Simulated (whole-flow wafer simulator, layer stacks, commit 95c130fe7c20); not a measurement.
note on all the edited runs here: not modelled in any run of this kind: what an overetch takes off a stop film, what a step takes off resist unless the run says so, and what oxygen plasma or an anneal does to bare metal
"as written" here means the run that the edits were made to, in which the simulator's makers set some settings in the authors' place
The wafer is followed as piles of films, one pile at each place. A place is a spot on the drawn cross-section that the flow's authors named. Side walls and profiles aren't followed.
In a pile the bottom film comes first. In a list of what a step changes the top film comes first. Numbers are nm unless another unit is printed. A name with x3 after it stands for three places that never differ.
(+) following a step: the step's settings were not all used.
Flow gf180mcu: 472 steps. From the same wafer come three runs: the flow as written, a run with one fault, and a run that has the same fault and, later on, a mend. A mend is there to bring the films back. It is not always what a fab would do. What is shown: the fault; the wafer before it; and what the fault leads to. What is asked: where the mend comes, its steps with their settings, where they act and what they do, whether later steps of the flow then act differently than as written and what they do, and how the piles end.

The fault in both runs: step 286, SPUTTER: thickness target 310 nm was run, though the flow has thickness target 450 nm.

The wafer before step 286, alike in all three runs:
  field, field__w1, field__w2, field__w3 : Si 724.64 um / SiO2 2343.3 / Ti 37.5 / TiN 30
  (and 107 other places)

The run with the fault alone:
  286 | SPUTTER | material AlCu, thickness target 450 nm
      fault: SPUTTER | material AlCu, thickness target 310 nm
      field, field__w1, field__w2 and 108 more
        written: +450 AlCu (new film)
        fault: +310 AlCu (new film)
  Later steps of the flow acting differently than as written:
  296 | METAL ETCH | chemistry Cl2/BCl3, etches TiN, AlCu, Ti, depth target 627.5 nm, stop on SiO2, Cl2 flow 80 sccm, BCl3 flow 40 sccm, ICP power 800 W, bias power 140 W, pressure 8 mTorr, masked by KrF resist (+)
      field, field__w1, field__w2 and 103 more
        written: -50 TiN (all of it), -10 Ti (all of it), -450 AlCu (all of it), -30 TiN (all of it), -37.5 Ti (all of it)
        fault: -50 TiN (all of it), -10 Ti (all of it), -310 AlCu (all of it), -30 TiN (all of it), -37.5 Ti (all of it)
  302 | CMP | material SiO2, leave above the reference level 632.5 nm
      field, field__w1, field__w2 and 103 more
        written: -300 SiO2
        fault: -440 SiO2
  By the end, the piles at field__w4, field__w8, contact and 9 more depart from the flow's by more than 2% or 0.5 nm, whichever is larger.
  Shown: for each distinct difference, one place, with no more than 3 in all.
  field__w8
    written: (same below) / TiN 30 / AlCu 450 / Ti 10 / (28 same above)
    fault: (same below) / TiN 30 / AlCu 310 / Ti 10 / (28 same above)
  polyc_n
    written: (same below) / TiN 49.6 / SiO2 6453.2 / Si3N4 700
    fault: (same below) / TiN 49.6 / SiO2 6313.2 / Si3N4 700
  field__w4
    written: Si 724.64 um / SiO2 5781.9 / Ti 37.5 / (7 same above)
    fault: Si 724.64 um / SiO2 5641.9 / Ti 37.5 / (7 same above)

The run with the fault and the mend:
  The mend follows step 286.
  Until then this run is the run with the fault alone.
  286a | SPUTTER | material AlCu, thickness target 140 nm (a further turn of the flow's step 286, with different settings)
      field, field__w1, field__w2 and 108 more
        +140 AlCu
  None of the later steps of the flow acts differently than as written at any place that is followed.
  The piles end the same as the flow's at every place that both follow.
